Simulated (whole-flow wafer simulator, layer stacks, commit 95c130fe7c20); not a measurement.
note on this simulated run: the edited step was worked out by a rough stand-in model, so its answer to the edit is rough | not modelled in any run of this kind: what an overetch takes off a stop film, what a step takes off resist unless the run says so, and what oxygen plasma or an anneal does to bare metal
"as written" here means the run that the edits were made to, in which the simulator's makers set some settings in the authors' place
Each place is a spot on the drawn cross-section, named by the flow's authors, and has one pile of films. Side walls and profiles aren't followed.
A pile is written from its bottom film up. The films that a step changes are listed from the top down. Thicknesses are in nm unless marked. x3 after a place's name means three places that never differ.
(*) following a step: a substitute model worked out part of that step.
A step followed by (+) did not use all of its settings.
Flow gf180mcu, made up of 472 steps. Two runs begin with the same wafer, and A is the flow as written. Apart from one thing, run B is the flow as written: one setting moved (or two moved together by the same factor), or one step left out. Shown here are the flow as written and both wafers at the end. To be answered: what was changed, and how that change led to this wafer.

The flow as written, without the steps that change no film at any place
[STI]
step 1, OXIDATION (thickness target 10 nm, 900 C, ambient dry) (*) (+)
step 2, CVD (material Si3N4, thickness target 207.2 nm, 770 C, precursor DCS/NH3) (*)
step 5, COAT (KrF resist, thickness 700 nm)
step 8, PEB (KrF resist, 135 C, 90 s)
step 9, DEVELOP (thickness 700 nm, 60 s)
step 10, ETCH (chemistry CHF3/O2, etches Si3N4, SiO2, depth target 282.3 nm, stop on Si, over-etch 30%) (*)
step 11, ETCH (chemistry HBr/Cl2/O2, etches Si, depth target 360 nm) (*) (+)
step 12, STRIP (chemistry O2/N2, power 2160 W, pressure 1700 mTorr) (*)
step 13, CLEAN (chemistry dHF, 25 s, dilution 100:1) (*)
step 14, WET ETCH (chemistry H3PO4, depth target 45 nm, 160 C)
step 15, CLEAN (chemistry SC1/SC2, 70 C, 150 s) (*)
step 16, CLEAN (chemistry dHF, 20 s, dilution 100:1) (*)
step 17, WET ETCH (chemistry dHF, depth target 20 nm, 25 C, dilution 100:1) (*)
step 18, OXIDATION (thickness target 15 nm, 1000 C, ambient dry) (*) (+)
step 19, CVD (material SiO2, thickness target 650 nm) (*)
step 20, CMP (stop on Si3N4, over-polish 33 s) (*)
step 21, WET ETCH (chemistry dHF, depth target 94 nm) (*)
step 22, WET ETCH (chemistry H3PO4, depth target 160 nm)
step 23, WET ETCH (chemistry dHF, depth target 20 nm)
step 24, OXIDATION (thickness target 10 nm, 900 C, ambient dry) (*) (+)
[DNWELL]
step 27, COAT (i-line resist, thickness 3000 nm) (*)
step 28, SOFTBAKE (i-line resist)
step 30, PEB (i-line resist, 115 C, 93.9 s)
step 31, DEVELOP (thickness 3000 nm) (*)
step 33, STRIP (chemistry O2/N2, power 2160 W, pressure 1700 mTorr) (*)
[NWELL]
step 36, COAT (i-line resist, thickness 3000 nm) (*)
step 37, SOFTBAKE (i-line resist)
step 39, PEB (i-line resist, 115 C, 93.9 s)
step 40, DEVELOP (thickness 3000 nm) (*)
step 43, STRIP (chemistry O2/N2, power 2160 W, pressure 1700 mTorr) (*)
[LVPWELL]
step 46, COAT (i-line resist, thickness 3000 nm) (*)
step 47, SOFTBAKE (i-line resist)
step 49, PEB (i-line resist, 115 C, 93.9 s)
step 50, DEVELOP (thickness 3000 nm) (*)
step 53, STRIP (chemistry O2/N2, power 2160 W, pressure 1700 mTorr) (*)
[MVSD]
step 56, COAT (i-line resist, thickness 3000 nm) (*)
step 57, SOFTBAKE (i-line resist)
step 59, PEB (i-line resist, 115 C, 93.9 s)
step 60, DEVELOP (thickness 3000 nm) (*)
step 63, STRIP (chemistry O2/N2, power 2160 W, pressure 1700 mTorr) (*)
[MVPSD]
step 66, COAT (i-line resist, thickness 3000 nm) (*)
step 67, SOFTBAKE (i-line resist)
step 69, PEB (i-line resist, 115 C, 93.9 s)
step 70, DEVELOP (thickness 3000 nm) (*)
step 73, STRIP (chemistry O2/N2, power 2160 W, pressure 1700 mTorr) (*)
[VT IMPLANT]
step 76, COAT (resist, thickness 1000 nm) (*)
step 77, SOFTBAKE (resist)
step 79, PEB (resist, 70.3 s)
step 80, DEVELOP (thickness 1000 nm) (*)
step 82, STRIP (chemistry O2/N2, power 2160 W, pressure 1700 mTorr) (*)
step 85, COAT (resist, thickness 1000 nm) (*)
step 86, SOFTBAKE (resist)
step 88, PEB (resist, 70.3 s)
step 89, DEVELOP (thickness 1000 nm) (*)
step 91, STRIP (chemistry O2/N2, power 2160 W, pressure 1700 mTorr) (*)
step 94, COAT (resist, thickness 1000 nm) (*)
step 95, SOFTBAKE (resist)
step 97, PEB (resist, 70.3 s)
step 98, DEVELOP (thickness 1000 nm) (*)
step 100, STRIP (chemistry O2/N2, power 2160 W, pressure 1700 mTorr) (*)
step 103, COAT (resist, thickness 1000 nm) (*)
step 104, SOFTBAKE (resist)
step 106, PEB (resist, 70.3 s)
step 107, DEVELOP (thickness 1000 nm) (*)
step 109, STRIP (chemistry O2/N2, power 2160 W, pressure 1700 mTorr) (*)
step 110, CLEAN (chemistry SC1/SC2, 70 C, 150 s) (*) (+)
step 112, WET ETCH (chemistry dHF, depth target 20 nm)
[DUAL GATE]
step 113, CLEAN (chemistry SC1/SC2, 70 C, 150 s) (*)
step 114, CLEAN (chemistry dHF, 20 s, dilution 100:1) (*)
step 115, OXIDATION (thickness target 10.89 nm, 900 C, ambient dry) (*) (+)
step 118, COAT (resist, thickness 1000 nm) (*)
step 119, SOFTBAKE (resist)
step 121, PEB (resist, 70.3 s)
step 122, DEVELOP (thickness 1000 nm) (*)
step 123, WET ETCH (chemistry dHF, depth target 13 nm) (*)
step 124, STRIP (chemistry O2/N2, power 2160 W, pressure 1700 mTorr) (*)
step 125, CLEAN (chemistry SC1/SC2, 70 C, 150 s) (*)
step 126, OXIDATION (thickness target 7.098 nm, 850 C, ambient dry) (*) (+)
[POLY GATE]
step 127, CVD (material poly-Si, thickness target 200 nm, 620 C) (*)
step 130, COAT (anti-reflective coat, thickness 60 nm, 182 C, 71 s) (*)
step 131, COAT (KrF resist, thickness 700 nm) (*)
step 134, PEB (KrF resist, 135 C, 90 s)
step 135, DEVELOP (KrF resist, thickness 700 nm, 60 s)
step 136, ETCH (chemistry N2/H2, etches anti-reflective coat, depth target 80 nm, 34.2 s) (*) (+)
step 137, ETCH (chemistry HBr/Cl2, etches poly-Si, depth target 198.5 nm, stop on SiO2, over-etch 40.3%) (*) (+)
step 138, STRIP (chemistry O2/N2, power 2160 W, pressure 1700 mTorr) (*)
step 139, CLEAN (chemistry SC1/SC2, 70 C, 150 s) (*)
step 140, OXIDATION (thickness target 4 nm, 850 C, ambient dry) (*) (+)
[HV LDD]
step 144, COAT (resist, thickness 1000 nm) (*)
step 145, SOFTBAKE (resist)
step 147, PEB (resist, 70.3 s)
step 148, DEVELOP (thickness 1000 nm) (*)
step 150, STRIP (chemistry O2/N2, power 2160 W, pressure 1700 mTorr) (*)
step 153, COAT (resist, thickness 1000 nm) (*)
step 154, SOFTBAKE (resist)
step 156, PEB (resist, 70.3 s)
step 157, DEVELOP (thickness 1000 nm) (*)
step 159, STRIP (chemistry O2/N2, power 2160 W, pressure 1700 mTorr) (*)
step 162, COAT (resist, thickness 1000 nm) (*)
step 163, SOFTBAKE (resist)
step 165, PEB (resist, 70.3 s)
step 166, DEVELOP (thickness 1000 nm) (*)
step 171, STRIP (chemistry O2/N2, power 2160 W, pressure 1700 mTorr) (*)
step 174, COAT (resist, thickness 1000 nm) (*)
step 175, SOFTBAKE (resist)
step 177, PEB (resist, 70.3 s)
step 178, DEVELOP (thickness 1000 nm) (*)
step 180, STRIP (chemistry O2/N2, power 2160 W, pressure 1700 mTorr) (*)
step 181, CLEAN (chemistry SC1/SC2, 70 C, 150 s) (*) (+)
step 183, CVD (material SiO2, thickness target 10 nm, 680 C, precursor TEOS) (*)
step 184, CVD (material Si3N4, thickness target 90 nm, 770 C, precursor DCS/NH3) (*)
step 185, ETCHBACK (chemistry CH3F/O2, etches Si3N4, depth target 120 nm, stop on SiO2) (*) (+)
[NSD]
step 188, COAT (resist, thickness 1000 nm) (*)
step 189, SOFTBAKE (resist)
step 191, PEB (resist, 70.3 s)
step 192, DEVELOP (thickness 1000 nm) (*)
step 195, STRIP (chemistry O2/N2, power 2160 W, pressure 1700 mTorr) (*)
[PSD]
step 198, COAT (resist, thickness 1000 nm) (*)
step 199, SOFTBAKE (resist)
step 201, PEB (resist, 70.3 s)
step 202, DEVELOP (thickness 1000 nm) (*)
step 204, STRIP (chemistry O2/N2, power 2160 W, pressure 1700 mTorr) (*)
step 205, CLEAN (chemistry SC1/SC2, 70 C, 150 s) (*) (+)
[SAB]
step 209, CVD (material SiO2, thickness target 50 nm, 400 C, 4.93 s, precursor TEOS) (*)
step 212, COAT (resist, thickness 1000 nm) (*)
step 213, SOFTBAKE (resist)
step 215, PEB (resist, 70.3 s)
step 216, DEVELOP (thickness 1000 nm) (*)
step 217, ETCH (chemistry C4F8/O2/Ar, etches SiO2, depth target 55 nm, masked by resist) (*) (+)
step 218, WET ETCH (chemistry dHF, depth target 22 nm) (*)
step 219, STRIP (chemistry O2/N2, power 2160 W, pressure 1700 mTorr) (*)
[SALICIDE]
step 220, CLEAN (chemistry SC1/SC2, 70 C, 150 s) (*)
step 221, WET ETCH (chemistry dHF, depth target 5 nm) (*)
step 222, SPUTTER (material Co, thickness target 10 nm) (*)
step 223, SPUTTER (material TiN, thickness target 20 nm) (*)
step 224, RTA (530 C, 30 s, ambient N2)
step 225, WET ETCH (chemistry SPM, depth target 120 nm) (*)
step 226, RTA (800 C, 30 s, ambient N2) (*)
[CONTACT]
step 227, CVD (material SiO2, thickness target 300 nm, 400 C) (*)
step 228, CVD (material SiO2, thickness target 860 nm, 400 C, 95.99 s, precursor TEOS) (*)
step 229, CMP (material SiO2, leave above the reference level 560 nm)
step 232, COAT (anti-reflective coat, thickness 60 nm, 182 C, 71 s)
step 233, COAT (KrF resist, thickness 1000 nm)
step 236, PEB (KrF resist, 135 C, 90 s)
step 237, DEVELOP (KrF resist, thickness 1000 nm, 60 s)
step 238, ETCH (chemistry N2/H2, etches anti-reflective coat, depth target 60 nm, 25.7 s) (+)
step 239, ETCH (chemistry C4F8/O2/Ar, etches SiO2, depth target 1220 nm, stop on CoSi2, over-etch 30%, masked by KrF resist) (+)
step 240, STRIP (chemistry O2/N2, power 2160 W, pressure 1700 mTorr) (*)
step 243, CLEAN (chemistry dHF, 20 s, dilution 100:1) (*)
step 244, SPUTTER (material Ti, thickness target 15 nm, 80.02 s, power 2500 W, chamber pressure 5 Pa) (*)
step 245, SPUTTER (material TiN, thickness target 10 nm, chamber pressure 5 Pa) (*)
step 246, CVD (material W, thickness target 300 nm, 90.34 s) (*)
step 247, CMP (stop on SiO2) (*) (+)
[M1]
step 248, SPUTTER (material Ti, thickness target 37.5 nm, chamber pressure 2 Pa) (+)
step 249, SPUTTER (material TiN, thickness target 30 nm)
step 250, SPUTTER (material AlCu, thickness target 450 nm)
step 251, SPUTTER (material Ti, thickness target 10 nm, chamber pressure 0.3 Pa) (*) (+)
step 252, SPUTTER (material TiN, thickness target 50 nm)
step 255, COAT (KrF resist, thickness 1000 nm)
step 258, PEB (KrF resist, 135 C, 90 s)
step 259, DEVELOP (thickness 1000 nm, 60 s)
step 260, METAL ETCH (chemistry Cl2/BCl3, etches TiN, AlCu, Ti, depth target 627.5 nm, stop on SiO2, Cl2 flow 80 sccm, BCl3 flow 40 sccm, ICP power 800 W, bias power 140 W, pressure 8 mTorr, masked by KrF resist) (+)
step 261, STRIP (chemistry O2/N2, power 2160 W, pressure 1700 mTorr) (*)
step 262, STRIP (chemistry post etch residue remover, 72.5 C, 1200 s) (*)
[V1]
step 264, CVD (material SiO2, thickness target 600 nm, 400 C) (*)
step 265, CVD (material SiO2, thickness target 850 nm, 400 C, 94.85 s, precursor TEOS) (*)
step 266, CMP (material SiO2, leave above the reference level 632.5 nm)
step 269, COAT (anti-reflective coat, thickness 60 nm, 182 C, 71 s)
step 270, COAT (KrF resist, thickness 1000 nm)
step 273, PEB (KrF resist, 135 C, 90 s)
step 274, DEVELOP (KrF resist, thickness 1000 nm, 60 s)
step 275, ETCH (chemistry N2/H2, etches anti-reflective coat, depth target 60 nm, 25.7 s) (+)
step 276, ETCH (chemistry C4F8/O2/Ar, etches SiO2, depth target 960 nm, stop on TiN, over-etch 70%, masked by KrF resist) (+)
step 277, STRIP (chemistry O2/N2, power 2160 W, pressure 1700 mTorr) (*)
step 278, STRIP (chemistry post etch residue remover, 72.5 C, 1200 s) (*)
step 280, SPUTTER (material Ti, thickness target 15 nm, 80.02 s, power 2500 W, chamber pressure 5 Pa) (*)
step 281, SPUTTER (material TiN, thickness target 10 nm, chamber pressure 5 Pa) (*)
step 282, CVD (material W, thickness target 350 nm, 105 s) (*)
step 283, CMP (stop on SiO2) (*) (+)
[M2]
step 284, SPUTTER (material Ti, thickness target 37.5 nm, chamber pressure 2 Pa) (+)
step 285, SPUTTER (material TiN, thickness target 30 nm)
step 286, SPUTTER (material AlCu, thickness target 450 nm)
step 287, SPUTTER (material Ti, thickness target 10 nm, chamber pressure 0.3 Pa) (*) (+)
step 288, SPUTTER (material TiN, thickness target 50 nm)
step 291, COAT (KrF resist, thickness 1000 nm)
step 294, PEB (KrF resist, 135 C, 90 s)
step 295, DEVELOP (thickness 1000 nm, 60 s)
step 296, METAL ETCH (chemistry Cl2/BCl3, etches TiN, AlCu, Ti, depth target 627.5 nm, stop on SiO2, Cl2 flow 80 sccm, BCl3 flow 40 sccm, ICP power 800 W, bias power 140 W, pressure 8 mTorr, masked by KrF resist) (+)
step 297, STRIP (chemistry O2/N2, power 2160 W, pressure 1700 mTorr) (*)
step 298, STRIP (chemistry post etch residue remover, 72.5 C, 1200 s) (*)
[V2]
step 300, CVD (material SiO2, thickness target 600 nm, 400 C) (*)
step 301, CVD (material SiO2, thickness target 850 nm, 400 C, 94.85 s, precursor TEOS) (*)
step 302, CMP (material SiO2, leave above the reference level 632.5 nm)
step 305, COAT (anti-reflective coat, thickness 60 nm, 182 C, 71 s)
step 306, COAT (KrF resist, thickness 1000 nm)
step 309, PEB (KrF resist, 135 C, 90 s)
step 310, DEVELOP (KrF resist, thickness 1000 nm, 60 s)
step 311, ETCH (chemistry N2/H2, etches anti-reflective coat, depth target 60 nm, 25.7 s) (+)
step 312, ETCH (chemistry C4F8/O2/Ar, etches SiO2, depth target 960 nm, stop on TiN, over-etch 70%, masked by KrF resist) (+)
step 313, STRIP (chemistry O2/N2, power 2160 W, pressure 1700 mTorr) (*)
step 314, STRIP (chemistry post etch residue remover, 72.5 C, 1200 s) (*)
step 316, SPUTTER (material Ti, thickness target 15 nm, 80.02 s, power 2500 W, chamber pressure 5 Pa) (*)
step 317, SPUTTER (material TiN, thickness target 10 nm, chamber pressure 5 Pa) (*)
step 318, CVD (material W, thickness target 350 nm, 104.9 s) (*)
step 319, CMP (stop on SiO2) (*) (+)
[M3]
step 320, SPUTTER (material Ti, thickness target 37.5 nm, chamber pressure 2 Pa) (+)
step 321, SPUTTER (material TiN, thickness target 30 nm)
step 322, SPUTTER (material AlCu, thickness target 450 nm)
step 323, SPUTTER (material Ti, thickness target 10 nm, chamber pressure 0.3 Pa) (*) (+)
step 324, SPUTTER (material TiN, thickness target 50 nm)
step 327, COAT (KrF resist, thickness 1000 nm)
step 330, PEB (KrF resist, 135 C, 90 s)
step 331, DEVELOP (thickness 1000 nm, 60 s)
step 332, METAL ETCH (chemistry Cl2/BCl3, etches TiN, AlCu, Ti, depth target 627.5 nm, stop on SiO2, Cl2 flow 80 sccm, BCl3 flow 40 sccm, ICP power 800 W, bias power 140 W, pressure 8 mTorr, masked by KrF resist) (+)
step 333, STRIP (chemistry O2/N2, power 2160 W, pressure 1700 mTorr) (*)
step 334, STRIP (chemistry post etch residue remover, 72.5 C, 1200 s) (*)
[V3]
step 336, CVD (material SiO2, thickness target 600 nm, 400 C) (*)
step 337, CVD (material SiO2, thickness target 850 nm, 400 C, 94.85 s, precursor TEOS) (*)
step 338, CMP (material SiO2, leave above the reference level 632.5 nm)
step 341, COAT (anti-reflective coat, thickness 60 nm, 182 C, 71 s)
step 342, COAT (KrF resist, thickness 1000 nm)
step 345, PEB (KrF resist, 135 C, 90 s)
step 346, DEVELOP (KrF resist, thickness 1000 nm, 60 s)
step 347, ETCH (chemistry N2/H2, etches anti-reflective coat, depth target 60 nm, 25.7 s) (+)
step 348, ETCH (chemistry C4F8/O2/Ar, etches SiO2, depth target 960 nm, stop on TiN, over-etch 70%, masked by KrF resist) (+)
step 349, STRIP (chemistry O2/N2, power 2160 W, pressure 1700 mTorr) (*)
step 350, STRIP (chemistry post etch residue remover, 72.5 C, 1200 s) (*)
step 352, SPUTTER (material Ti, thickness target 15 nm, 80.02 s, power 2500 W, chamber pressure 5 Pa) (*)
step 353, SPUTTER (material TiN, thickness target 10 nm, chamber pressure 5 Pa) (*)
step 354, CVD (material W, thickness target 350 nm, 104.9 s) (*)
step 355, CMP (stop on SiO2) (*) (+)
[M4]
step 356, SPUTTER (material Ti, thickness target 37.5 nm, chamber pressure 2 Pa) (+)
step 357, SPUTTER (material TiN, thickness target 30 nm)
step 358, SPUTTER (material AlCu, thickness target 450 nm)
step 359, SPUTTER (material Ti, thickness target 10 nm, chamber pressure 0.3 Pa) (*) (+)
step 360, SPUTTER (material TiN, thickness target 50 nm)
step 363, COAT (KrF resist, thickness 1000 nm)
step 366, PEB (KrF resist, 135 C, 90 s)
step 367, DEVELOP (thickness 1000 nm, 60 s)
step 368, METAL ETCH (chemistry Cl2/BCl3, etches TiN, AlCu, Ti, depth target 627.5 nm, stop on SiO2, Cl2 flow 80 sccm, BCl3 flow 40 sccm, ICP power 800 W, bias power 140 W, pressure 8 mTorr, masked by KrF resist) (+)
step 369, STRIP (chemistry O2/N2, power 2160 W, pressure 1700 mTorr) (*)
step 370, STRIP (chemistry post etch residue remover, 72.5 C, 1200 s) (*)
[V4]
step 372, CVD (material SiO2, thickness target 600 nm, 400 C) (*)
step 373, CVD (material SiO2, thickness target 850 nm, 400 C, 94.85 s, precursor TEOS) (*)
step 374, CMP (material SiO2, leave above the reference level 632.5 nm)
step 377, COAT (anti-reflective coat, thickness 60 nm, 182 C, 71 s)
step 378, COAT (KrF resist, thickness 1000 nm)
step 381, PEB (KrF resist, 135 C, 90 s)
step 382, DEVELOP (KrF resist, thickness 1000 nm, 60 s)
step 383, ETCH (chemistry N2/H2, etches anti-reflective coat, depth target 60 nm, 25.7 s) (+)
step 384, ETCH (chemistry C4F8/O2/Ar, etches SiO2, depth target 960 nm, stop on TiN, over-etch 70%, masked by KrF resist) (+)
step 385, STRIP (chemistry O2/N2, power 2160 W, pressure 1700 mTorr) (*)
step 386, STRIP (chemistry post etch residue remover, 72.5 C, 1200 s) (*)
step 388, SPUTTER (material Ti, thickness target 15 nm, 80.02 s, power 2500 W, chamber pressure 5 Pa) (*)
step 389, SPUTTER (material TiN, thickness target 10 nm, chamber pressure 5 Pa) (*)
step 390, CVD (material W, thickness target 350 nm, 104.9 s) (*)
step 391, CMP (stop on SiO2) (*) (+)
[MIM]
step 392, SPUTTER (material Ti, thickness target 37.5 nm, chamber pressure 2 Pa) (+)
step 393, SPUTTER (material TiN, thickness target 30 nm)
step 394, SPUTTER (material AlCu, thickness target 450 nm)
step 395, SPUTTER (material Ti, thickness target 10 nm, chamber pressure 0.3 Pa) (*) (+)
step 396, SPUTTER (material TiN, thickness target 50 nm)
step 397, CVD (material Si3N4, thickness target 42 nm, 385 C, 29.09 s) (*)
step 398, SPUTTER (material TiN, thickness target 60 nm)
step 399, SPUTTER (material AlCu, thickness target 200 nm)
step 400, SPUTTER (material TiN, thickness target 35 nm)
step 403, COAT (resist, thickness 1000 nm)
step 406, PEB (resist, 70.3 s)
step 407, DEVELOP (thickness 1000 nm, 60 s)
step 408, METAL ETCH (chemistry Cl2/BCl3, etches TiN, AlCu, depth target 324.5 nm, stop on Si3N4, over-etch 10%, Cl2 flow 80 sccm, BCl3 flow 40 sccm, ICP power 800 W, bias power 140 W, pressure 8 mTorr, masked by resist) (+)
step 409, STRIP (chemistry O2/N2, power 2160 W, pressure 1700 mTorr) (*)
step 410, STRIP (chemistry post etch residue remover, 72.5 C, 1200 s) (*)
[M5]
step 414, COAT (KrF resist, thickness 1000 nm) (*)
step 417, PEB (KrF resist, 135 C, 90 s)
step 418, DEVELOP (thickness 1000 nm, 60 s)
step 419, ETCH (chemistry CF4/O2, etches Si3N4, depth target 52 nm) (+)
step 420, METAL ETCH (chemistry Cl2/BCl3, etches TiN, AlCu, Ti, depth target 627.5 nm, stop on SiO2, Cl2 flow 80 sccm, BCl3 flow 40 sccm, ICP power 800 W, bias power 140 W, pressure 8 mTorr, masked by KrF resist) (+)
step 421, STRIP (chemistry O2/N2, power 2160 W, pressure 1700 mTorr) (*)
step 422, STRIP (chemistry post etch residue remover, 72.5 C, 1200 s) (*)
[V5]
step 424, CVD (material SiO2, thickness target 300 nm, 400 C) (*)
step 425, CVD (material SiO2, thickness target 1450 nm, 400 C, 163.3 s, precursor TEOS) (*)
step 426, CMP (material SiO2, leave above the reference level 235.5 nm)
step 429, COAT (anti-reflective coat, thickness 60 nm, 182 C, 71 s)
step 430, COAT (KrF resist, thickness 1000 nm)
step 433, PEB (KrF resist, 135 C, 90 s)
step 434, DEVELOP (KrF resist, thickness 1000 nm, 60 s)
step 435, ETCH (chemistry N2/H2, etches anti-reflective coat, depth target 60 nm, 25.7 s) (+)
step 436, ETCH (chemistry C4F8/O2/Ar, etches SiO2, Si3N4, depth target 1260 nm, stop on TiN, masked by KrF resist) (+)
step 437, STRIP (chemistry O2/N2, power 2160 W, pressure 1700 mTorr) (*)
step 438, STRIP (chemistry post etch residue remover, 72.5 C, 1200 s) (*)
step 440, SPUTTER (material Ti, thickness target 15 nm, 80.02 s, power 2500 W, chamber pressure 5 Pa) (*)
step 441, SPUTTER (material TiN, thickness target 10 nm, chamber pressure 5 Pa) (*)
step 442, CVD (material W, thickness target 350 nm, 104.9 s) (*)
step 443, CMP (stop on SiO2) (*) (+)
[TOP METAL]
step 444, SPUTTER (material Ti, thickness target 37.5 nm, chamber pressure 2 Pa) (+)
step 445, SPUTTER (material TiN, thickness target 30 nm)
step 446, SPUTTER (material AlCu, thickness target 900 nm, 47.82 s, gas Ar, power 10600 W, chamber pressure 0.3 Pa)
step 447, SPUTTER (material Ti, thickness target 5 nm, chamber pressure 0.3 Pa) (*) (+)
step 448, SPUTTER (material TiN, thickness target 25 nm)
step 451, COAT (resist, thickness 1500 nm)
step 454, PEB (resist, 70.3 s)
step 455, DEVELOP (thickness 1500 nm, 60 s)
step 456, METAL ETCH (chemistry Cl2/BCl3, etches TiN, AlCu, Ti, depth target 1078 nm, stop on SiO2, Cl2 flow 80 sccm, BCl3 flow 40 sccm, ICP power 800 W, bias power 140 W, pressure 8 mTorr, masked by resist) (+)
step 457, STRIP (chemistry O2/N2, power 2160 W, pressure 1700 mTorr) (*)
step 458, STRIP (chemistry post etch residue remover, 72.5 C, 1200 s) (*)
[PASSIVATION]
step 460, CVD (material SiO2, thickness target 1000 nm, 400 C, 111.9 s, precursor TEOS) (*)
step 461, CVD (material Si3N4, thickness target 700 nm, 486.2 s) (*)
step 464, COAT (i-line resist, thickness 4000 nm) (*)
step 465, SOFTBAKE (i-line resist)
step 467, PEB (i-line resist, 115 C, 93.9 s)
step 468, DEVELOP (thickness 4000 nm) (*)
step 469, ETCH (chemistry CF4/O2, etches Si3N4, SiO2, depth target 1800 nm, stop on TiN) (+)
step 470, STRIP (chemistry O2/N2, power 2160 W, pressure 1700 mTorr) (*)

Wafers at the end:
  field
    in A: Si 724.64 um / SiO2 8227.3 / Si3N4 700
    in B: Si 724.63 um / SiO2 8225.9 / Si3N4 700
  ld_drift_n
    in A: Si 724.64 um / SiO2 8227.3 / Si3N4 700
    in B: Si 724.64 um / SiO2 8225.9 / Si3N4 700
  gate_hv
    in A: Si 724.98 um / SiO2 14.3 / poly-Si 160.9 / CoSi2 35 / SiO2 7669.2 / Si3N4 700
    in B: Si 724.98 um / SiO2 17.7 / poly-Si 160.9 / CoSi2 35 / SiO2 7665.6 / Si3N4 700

Cause: step 126, OXIDATION: thickness target 11.07 nm was run, though the flow has thickness target 7.098 nm.

The path from the change to this, step by step:
  step 126, OXIDATION (thickness target 7.098 nm, 850 C, ambient dry) (*) (+)
      gate_hv, active_hv, active_nat and 25 more: A SiO2 gains 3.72, Si loses 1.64 | B SiO2 gains 7.14, Si loses 3.14
      active, n_well, p_well and 12 more: A SiO2 gains 7.1 (new film), chemical SiO2 loses 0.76 (all of it), Si loses 2.79 | B SiO2 gains 11.1 (new film), chemical SiO2 loses 0.76 (all of it), Si loses 4.54
      (and at 49 other places as well)
  step 130, COAT (anti-reflective coat, thickness 60 nm, 182 C, 71 s) (*)
      p_well, spacer, sd_n: A anti-reflective coat gains 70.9 (new film) | B anti-reflective coat gains 69.4 (new film)
      nplus_u: A anti-reflective coat gains 66.8 (new film) | B anti-reflective coat gains 65.4 (new film)
      (and at 1 other place as well)
  step 136, ETCH (chemistry N2/H2, etches anti-reflective coat, depth target 80 nm, 34.2 s) (*) (+)
      p_well, spacer, sd_n: A anti-reflective coat loses 70.9 (all of it), poly-Si loses 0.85 | B anti-reflective coat loses 69.4 (all of it), poly-Si loses 0.89
      nplus_u: A anti-reflective coat loses 66.8 (all of it), poly-Si loses 0.95 | B anti-reflective coat loses 65.4 (all of it), poly-Si loses 0.99
      (and at 1 other place as well)
  step 189, SOFTBAKE (resist)
      active_hv: A resist gains 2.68 | B resist loses 0.53
      nw_enc_fld_lv__w3: A resist gains 2.11 | B resist loses 1.6
      (and at 1 other place as well)
  step 199, SOFTBAKE (resist)
      active_hv: A resist gains 2.68 | B resist loses 0.53
      nw_enc_fld_lv__w3: A resist gains 2.11 | B resist loses 1.6
      (and at 1 other place as well)
  step 218, WET ETCH (chemistry dHF, depth target 22 nm) (*)
      active, p_well, sd_n, iso_ptap_pw, iso_ntap_nw, iso_ptap_sub, vpnp_e: A SiO2 loses 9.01 (all of it) | B SiO2 loses 12.8 (all of it)
      ldn_tap, ldn_src, ldn_drn, ldp_tap, ldp_src, ldp_drn, ldp_gr: A SiO2 loses 16 (all of it) | B SiO2 loses 19.2 (all of it)
      (and at 9 other places as well)
